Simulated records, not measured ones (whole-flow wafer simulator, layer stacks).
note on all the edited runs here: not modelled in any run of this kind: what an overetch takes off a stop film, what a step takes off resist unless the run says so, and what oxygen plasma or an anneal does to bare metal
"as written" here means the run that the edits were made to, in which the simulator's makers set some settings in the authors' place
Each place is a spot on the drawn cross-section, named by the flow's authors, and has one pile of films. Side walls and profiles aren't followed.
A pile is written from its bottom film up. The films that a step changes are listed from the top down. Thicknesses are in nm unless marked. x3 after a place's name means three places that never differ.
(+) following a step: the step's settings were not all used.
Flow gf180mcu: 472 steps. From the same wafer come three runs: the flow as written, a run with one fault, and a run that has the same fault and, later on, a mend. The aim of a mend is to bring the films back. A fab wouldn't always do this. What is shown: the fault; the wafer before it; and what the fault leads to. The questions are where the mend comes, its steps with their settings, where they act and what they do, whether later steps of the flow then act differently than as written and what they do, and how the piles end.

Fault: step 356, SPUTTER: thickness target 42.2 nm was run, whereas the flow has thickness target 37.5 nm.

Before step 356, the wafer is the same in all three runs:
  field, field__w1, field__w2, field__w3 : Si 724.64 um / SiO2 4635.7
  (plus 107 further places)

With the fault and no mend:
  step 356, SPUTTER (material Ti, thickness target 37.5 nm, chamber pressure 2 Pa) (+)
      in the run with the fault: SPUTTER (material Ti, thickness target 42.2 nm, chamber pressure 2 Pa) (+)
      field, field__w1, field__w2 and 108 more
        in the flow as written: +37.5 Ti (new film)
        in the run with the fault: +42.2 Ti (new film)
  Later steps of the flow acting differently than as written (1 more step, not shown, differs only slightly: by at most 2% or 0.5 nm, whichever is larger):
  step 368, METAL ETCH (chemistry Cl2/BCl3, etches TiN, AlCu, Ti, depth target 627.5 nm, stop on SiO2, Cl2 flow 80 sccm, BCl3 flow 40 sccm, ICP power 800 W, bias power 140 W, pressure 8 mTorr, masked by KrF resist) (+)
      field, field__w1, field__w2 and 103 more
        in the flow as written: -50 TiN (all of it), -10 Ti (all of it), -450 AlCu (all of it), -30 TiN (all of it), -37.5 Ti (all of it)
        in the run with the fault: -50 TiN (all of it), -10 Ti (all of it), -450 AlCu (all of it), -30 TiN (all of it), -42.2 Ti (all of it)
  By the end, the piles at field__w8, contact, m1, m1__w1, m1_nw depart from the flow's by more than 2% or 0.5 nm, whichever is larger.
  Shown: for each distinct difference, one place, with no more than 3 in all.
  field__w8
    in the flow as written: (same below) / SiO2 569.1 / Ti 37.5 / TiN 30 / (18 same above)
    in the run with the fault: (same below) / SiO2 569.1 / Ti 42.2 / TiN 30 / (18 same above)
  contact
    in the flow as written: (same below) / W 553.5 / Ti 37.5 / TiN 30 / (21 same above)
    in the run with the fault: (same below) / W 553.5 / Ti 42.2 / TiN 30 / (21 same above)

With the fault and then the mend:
  The mend follows step 356.
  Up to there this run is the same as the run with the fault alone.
  step 356a, METAL ETCH (chemistry Cl2/BCl3, etches TiN, AlCu, Ti, depth target 4.7 nm, Cl2 flow 80 sccm, BCl3 flow 40 sccm, ICP power 800 W, bias power 140 W, pressure 8 mTorr) (the flow's step 260, run once more with other settings)
      field, field__w1, field__w2 and 108 more
        -4.7 Ti
  None of the later steps of the flow acts differently than as written at any place that is followed.
  The piles end the same as the flow's at every place that both follow.
